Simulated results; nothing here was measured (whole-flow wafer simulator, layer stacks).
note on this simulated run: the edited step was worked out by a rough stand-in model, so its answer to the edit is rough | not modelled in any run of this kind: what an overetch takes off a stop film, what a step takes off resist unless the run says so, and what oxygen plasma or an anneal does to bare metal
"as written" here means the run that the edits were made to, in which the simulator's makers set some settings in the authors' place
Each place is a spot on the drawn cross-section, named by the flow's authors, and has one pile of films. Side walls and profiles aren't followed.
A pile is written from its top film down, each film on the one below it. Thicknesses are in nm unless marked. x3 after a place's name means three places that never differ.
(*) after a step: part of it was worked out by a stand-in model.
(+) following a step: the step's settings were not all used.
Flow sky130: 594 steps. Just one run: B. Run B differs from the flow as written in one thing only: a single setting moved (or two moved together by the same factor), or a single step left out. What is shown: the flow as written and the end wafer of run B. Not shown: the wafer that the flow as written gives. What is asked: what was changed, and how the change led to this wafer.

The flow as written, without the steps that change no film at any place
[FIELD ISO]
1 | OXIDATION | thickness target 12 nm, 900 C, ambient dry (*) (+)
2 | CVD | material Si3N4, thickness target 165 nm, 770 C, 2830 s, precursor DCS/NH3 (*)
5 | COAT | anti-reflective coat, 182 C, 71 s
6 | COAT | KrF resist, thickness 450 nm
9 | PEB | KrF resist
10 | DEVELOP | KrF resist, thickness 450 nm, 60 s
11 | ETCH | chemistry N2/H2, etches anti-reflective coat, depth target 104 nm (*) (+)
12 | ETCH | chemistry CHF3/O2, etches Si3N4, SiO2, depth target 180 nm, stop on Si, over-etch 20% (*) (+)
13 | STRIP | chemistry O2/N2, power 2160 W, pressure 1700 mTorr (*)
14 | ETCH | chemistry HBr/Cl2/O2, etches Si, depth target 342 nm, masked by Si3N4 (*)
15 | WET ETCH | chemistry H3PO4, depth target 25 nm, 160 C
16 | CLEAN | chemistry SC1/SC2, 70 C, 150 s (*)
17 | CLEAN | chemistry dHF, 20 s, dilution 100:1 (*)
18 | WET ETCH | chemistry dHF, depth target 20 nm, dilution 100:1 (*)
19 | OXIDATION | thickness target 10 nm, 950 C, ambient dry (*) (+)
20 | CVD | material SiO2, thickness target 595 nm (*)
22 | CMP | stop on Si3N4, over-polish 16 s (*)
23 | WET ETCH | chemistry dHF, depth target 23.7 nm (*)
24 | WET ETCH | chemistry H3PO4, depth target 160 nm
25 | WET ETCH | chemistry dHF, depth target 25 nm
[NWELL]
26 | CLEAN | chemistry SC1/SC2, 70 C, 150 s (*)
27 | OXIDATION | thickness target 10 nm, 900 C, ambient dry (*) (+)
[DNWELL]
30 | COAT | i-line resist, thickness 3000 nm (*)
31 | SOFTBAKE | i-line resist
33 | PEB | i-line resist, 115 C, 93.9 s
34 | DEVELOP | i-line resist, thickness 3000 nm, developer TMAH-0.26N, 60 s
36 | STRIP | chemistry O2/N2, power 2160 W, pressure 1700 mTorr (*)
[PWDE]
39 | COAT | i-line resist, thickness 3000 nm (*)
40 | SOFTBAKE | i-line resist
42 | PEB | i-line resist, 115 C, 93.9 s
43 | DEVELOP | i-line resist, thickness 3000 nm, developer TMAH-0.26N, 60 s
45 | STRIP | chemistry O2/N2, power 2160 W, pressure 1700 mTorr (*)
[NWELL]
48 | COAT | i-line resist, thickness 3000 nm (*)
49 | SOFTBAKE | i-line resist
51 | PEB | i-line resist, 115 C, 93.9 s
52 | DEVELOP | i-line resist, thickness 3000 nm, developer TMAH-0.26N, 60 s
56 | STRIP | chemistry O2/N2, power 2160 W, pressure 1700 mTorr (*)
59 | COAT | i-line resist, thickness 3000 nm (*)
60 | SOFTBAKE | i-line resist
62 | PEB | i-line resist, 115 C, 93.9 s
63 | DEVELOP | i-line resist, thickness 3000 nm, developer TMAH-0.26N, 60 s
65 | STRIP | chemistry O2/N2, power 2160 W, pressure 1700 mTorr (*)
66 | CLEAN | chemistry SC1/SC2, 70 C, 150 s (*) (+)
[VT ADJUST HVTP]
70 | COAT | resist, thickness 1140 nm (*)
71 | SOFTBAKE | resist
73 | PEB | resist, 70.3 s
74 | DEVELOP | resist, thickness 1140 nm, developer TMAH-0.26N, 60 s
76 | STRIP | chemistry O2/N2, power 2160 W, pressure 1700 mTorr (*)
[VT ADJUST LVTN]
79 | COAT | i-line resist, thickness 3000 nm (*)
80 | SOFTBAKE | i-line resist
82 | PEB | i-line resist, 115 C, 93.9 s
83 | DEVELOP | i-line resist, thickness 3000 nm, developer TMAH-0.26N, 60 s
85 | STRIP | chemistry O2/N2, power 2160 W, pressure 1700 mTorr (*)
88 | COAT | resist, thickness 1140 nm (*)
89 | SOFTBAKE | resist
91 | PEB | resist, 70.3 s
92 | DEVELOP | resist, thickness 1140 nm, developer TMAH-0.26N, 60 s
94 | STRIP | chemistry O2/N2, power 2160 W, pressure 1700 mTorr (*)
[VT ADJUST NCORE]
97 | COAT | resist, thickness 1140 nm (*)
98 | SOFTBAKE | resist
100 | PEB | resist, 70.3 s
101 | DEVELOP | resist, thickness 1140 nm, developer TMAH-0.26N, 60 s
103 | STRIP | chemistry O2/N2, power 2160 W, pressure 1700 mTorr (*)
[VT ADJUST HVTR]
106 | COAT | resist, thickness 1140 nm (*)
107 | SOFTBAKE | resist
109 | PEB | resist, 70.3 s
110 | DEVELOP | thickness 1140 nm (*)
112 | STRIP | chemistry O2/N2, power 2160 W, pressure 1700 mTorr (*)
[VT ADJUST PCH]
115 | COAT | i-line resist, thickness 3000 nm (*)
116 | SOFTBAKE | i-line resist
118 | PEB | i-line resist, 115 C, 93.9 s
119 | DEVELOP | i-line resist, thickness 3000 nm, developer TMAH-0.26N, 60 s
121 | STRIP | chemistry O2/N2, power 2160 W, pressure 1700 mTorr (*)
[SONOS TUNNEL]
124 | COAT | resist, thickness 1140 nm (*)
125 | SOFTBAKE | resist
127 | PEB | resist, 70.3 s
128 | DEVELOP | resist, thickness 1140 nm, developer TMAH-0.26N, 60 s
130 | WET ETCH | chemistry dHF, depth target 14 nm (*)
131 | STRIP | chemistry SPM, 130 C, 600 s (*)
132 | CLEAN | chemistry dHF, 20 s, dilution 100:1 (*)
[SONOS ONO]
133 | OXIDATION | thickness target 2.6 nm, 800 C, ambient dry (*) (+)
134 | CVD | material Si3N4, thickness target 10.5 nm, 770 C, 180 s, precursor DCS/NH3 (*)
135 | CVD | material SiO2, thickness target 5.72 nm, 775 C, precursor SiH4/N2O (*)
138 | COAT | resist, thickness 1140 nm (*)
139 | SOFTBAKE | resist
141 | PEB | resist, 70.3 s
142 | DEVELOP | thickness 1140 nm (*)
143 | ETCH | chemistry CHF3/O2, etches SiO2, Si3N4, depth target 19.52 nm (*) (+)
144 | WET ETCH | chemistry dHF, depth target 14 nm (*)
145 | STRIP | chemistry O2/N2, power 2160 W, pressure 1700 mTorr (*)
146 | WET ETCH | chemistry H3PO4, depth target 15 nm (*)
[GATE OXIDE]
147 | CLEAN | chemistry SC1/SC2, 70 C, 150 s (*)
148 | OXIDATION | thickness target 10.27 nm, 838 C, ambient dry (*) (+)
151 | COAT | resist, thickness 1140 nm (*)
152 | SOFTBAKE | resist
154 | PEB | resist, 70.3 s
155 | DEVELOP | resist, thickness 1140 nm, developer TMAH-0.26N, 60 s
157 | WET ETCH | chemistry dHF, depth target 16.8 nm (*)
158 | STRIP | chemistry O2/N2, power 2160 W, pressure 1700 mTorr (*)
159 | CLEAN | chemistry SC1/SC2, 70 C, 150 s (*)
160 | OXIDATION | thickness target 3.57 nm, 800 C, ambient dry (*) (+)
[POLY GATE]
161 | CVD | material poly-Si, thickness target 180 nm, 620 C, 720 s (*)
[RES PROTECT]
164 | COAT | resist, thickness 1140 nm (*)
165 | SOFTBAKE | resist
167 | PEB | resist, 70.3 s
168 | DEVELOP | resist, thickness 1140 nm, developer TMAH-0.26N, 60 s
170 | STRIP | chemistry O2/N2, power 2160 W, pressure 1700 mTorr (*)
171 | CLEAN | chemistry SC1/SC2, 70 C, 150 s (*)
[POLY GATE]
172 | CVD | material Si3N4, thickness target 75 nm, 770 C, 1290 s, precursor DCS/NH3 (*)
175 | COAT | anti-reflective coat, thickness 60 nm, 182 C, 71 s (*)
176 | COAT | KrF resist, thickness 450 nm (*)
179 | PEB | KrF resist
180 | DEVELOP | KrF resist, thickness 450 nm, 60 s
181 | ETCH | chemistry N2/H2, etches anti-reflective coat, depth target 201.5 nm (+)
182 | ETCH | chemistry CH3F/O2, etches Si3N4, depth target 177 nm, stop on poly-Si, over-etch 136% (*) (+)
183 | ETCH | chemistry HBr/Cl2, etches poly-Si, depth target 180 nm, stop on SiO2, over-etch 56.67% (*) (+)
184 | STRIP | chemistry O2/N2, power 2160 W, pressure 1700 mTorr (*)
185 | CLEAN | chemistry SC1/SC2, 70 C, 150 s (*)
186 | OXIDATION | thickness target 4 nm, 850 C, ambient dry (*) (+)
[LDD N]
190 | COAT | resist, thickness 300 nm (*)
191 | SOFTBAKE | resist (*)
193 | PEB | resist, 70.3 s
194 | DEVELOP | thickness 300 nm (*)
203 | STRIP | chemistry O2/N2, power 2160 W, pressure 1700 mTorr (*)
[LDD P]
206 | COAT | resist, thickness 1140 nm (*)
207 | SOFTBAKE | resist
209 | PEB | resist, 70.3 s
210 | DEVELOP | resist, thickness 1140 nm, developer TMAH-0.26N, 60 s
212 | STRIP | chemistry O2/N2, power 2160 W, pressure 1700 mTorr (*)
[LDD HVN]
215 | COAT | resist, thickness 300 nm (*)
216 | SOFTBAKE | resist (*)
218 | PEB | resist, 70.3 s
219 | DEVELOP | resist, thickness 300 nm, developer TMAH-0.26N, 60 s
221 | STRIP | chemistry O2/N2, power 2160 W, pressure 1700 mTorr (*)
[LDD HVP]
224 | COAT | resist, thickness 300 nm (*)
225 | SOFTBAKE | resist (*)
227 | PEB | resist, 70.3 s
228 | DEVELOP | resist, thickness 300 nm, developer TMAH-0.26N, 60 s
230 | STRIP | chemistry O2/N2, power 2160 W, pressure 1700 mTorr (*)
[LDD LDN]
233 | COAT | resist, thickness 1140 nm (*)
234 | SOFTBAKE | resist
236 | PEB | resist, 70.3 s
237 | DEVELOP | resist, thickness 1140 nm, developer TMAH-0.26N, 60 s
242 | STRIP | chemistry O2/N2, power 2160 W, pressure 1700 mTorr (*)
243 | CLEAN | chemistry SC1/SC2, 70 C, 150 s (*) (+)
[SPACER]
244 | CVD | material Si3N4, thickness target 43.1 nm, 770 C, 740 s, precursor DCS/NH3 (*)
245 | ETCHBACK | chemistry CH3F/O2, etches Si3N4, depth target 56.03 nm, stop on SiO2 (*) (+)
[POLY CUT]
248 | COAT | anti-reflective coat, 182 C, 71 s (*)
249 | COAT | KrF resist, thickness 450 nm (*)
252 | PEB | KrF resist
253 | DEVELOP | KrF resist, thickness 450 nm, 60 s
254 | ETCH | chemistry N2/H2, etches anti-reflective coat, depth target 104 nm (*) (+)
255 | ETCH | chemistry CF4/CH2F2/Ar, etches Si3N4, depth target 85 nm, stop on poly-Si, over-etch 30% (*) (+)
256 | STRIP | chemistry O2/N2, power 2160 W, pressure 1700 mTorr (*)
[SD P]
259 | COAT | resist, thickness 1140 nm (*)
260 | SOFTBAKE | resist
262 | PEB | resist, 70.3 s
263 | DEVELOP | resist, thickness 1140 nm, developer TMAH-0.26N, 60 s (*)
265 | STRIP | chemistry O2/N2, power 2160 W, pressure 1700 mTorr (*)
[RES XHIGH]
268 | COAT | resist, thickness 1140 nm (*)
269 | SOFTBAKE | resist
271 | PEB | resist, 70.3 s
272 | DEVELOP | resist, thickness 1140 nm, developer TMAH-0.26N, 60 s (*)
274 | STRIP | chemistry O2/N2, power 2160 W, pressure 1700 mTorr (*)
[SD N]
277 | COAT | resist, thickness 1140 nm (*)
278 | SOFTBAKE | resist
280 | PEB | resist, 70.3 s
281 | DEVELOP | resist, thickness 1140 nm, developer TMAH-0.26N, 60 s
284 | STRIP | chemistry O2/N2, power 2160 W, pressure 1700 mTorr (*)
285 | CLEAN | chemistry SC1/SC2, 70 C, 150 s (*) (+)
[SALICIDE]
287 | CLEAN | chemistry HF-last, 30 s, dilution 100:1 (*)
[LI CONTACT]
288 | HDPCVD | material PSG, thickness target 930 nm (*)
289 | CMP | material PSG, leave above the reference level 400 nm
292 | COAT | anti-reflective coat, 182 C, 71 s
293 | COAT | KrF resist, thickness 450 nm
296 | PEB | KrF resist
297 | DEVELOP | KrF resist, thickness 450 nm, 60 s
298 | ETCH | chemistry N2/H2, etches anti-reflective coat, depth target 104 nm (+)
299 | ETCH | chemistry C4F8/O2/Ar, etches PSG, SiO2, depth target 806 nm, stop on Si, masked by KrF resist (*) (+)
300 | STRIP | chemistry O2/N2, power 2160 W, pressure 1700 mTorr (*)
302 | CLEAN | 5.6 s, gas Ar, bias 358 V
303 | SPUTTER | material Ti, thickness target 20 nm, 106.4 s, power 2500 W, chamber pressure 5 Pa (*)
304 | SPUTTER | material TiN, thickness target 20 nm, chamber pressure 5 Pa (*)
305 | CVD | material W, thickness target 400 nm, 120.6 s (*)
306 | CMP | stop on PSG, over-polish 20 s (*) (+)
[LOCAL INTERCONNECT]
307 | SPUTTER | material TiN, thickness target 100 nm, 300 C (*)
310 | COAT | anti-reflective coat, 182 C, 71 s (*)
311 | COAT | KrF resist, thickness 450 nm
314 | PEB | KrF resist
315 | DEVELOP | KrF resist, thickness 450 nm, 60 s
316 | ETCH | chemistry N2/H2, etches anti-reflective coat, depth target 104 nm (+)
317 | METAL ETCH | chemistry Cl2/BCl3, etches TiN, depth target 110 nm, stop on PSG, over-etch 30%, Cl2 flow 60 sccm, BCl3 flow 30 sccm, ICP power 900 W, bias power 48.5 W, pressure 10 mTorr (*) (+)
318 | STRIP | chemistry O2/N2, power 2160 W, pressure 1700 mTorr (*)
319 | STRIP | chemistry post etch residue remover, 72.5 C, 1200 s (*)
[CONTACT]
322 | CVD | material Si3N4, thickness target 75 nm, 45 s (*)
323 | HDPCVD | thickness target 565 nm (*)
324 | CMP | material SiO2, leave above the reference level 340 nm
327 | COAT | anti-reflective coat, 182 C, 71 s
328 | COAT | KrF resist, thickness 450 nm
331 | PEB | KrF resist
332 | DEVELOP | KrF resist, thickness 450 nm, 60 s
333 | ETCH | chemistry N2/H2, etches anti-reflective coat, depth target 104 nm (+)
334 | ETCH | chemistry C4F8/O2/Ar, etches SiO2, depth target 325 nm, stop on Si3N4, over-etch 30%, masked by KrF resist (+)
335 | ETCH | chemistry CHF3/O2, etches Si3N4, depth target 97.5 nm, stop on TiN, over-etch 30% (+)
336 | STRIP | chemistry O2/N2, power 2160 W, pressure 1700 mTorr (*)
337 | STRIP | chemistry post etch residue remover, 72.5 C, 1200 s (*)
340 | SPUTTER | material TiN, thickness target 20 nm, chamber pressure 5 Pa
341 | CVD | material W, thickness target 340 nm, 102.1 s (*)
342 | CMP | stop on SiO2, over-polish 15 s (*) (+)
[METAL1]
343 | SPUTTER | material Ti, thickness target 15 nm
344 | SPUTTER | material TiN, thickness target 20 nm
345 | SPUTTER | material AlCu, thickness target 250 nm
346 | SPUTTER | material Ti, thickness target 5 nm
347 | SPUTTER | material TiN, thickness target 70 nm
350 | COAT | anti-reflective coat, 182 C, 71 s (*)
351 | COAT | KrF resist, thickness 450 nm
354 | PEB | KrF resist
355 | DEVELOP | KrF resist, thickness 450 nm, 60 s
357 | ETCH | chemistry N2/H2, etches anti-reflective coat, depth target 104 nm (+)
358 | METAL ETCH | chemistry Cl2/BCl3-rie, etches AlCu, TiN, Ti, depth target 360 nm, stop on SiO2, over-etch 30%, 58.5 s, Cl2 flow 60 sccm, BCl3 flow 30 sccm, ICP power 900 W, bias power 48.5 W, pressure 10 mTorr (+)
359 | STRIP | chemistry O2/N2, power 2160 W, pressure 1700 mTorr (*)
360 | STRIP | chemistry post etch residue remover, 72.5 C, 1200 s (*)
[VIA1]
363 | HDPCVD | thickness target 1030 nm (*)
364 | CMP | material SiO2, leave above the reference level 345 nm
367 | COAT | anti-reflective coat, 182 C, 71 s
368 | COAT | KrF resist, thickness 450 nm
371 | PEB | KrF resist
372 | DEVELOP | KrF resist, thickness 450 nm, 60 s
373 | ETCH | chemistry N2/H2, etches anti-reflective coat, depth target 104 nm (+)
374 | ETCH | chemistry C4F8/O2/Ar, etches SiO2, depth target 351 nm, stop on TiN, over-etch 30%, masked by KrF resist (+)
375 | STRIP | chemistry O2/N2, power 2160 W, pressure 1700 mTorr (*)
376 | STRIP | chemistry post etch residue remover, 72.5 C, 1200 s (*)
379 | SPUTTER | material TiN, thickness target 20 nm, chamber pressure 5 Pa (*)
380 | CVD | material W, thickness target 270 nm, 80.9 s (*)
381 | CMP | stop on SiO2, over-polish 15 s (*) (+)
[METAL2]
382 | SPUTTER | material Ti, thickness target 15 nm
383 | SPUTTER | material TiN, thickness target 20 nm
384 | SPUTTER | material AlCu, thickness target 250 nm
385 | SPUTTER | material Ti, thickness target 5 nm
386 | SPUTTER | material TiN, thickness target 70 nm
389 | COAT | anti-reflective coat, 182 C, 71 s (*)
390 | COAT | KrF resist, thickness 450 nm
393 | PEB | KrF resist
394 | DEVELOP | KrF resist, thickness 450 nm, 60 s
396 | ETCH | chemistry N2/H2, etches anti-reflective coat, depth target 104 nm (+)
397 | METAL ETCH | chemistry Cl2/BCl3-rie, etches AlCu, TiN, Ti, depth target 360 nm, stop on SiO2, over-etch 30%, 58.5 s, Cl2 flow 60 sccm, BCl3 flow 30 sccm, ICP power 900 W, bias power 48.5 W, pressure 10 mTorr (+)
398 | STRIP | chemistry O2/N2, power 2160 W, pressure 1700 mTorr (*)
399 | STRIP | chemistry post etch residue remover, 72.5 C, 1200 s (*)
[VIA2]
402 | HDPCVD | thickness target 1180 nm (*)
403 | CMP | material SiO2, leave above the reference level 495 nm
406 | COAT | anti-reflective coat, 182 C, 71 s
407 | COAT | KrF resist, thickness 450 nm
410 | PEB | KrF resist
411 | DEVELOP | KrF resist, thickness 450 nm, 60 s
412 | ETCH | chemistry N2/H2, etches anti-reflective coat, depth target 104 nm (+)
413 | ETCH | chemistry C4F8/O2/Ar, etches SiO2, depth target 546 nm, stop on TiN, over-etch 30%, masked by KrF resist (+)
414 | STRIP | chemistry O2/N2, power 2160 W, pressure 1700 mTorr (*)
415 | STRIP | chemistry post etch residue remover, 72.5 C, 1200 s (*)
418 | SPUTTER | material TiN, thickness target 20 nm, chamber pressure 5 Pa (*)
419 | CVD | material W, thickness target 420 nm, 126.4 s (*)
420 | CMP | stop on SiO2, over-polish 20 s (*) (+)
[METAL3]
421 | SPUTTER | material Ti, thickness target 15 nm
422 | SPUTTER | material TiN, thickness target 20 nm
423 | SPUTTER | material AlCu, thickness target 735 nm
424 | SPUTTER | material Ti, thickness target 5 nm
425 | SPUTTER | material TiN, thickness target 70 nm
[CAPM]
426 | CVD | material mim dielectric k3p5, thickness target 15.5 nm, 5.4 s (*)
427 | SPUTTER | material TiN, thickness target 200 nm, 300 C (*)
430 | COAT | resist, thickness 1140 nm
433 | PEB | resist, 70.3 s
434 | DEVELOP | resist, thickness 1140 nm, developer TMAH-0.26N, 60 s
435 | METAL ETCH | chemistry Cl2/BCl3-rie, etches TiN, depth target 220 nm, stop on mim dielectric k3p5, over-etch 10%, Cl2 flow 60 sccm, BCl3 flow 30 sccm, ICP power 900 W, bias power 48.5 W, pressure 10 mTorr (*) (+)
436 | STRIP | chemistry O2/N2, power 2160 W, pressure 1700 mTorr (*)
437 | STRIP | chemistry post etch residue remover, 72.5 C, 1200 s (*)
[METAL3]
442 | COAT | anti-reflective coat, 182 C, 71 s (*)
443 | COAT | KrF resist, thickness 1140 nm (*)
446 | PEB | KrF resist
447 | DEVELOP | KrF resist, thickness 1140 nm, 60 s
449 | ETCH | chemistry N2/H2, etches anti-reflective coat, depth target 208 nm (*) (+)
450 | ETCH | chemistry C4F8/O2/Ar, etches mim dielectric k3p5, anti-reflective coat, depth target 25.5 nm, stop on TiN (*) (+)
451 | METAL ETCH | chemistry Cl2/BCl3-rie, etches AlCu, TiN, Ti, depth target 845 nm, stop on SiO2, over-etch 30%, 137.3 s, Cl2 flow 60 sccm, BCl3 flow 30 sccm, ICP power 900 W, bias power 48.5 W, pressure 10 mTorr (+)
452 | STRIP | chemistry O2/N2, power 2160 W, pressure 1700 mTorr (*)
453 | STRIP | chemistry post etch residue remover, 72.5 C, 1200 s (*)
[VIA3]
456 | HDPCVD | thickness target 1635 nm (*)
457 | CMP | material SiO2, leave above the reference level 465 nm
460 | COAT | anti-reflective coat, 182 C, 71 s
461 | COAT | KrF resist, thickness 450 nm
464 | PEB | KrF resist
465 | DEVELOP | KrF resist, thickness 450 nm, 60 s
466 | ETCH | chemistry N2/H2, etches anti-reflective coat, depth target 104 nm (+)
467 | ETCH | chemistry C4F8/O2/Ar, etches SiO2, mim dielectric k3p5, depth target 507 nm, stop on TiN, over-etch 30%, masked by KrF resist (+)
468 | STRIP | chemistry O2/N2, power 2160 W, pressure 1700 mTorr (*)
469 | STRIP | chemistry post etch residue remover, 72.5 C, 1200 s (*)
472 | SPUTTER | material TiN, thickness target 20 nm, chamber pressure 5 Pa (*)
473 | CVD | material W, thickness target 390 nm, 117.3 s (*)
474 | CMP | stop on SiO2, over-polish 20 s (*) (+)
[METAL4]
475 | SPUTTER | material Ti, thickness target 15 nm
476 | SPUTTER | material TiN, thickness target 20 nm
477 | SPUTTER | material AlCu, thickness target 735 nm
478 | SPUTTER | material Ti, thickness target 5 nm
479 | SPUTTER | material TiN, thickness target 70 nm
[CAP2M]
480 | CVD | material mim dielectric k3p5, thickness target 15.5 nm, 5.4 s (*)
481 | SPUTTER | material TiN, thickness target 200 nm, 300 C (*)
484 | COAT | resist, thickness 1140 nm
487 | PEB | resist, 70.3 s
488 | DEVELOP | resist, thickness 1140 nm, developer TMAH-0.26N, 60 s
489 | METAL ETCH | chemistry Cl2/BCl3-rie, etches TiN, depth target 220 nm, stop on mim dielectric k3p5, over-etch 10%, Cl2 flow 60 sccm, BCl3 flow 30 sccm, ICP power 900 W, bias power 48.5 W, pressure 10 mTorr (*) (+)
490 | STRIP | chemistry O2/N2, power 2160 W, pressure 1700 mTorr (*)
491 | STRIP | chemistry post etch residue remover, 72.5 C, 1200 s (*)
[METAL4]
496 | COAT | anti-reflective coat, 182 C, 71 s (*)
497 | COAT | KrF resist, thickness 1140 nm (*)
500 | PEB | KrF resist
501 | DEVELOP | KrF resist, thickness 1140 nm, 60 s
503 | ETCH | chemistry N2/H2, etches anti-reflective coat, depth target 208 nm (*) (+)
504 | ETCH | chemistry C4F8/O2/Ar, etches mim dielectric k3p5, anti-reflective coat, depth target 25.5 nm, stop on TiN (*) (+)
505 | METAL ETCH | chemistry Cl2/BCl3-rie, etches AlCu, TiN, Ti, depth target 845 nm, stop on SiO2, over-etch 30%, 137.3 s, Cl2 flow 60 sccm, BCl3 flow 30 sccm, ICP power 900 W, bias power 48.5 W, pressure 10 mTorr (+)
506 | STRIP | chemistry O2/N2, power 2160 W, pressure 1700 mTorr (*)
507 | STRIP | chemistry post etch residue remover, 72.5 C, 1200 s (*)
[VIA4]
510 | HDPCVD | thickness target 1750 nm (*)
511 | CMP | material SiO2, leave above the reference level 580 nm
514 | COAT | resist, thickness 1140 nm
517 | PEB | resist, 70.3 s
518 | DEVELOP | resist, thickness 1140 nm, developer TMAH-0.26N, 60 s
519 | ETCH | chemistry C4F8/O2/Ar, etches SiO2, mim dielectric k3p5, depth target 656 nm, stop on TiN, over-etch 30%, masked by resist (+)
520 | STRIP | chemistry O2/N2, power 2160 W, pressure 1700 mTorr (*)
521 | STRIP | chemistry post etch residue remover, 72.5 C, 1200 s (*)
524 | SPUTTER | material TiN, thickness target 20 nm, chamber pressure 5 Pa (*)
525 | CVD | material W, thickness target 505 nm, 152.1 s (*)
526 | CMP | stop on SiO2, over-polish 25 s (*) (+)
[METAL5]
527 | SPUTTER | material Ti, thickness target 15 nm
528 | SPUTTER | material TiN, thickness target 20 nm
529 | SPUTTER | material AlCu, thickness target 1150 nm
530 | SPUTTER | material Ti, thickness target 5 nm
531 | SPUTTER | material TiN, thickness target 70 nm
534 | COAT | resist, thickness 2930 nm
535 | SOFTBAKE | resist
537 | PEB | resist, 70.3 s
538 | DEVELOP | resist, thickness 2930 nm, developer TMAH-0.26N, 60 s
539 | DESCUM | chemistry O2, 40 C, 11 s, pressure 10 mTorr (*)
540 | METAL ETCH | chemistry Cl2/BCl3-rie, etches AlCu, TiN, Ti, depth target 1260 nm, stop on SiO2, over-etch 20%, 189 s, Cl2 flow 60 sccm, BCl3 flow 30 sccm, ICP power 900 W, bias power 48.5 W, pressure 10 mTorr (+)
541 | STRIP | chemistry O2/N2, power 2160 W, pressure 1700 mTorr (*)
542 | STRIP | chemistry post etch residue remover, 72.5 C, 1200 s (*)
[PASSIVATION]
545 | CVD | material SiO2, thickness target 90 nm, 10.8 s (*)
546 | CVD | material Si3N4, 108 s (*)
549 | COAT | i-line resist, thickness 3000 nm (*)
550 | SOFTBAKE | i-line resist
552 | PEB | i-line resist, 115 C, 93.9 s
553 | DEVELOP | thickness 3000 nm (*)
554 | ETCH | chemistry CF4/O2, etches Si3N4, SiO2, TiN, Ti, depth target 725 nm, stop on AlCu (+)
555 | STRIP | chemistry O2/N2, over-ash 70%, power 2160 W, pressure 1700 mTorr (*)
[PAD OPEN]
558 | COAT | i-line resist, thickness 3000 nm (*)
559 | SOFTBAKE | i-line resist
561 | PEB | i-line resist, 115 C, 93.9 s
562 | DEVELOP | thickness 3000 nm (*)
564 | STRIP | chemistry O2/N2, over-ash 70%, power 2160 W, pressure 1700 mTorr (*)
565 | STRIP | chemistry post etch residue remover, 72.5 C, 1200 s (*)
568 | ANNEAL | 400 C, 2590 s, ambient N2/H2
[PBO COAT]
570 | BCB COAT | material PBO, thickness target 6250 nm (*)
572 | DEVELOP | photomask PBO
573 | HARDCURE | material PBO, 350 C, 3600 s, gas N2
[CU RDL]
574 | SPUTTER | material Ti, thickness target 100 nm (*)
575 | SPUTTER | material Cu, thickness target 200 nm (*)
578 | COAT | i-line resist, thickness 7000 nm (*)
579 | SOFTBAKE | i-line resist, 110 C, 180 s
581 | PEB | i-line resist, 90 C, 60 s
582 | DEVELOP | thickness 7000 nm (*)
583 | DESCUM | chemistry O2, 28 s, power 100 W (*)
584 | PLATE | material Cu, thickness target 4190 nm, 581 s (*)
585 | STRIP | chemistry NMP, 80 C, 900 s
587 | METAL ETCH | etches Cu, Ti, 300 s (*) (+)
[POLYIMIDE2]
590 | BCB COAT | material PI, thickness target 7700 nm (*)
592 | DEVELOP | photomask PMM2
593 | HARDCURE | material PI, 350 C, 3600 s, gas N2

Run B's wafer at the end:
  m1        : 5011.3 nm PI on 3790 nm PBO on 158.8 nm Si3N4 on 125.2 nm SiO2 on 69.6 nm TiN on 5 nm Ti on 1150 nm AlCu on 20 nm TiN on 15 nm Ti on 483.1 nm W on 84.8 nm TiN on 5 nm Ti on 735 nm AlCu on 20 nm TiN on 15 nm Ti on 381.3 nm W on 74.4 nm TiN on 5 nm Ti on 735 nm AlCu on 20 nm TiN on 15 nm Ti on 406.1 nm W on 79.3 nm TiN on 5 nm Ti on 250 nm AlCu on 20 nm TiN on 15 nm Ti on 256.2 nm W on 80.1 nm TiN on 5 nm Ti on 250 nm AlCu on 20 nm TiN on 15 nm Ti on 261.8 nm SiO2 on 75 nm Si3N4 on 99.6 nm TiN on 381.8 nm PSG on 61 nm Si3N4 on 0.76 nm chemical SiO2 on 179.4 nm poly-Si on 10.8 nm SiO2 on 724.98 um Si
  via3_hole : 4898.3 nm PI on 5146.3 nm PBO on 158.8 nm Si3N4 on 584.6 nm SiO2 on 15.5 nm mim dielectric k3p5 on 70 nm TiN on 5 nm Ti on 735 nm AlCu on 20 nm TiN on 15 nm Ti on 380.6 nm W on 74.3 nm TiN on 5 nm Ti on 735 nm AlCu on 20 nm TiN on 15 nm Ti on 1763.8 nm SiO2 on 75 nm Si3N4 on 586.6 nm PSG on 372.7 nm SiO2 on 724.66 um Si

The reason: step 472, SPUTTER: thickness target 9 nm was run, while the flow as written has thickness target 20 nm.

The path from the change to this, step by step:
  472 | SPUTTER | material TiN, thickness target 20 nm, chamber pressure 5 Pa (*)
      field, active, n_well and 187 more: +9 TiN (new film) (as written it would have been: +20 TiN (new film))
      m1, via3_hole: +4.77 TiN (as written it would have been: +10.6 TiN)
  474 | CMP | stop on SiO2, over-polish 20 s (*) (+)
      field, active, n_well and 187 more: -390 W (all of it), -9 TiN (all of it), -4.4 SiO2 (as written it would have been: -390 W (all of it), -20 TiN (all of it), -4.4 SiO2)
      m1, via3_hole: -404 W (as written it would have been: -415 W)
